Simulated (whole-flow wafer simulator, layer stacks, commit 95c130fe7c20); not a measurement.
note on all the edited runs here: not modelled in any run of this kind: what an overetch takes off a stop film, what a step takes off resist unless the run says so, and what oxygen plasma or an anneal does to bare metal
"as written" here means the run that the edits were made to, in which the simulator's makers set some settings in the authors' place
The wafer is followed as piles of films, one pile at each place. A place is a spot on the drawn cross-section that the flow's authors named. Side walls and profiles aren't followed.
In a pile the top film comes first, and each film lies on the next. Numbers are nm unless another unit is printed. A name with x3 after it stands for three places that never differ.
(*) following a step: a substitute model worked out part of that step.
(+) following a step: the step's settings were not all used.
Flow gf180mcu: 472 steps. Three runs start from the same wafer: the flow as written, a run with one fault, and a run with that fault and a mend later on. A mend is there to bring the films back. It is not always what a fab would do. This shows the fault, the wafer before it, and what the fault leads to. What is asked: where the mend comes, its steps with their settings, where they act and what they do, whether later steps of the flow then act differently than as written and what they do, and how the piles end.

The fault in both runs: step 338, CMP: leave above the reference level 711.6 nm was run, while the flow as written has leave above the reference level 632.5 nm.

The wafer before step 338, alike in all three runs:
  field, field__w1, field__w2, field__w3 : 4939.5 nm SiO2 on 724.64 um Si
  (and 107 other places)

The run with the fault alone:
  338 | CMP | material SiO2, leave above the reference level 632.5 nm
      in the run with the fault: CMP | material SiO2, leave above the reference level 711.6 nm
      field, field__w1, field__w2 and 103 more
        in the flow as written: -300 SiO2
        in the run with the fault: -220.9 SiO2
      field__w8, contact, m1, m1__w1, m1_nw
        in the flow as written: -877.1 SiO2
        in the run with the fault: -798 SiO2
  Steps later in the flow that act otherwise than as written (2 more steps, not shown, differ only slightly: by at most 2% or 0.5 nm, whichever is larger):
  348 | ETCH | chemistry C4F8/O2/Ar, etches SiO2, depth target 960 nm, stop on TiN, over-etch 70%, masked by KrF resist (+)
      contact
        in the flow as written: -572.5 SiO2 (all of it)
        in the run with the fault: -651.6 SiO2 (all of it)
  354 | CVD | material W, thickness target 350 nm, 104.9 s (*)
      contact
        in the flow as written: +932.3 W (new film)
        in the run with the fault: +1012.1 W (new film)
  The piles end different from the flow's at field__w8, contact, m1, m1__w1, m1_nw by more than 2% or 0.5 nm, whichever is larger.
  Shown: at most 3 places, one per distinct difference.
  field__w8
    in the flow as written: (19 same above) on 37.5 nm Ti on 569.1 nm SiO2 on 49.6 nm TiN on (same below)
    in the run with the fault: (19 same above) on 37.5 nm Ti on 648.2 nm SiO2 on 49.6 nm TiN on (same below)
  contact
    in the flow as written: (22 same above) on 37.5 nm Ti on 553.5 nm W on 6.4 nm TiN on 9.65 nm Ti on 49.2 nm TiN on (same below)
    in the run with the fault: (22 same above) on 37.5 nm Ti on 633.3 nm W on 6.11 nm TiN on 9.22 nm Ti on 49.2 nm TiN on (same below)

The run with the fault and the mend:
  The mend follows step 338.
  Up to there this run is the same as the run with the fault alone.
  338a | CMP | material SiO2, leave above the reference level 632.5 nm (the flow's step 338 again)
      field, field__w1, field__w2 and 108 more
        -79.1 SiO2
  Every later step of the flow that is run acts as written at every place that is followed.
  At every place that both follow, the piles at the end match the flow's.
